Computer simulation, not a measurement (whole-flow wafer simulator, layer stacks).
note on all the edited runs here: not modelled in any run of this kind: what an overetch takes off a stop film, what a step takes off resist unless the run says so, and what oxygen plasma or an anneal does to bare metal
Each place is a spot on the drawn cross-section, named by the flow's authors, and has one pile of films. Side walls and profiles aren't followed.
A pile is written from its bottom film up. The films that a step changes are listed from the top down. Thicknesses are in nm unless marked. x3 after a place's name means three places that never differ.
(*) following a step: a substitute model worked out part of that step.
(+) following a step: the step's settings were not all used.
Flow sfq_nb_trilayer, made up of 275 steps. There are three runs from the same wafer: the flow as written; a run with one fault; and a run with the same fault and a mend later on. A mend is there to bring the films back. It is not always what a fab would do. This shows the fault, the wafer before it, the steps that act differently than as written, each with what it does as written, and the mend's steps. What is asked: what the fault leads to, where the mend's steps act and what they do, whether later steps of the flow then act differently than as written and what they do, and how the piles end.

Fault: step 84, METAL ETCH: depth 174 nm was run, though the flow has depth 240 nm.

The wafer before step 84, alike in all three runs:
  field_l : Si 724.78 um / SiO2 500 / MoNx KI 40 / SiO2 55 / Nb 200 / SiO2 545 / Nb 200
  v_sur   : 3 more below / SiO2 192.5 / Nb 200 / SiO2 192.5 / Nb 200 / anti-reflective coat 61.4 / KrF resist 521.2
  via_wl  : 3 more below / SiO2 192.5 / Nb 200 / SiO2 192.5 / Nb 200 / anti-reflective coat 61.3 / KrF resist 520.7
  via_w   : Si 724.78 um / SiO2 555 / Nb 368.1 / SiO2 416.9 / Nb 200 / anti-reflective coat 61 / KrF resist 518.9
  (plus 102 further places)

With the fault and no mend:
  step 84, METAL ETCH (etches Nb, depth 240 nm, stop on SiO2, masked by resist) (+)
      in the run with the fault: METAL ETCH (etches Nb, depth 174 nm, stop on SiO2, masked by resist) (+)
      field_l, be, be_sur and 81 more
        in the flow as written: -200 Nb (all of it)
        in the run with the fault: -174 Nb
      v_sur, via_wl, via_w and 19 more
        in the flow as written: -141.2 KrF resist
        in the run with the fault: -102.4 KrF resist
  Later steps of the flow acting differently than as written:
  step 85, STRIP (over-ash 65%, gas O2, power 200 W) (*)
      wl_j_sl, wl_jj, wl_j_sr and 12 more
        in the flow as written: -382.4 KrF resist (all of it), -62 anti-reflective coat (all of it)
        in the run with the fault: -421.2 KrF resist (all of it), -62 anti-reflective coat (all of it)
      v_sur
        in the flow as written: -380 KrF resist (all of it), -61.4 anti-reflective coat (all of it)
        in the run with the fault: -418.9 KrF resist (all of it), -61.4 anti-reflective coat (all of it)
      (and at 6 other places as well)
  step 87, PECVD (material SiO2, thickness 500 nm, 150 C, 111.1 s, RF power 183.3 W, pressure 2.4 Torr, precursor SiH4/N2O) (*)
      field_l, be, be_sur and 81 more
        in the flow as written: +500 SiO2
        in the run with the fault: +500 SiO2 (new film)
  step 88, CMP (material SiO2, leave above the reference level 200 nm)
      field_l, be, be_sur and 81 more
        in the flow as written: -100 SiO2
        in the run with the fault: -126 SiO2
  At field_l, be, be_sur and 81 more, the piles at the end differ from the flow's by more than 2% or 0.5 nm, whichever is larger.
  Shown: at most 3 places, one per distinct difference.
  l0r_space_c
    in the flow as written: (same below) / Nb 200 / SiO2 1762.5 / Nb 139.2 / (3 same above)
    in the run with the fault: (same below) / Nb 200 / SiO2 585 / Nb 26 / SiO2 1151.5 / Nb 139.2 / (3 same above)
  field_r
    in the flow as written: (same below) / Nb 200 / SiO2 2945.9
    in the run with the fault: (same below) / Nb 200 / SiO2 585 / Nb 26 / SiO2 2334.9
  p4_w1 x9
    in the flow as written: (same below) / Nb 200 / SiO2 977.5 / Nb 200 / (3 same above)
    in the run with the fault: (same below) / Nb 200 / SiO2 585 / Nb 26 / SiO2 366.5 / Nb 200 / (3 same above)

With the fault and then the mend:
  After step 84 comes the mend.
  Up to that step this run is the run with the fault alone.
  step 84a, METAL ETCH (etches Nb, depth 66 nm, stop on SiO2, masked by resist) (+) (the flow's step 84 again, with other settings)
      field_l, be, be_sur and 81 more
        -26 Nb (all of it)
      v_sur, via_wl, via_w and 19 more
        -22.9 KrF resist
  Later steps of the flow acting differently than as written:
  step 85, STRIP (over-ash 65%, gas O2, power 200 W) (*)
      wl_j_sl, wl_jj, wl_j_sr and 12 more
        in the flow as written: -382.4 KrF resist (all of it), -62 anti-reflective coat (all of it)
        in the run with the mend: -398.3 KrF resist (all of it), -62 anti-reflective coat (all of it)
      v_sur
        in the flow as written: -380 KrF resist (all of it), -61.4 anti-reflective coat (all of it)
        in the run with the mend: -395.9 KrF resist (all of it), -61.4 anti-reflective coat (all of it)
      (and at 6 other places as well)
  At every place that both follow, the piles at the end match the flow's.
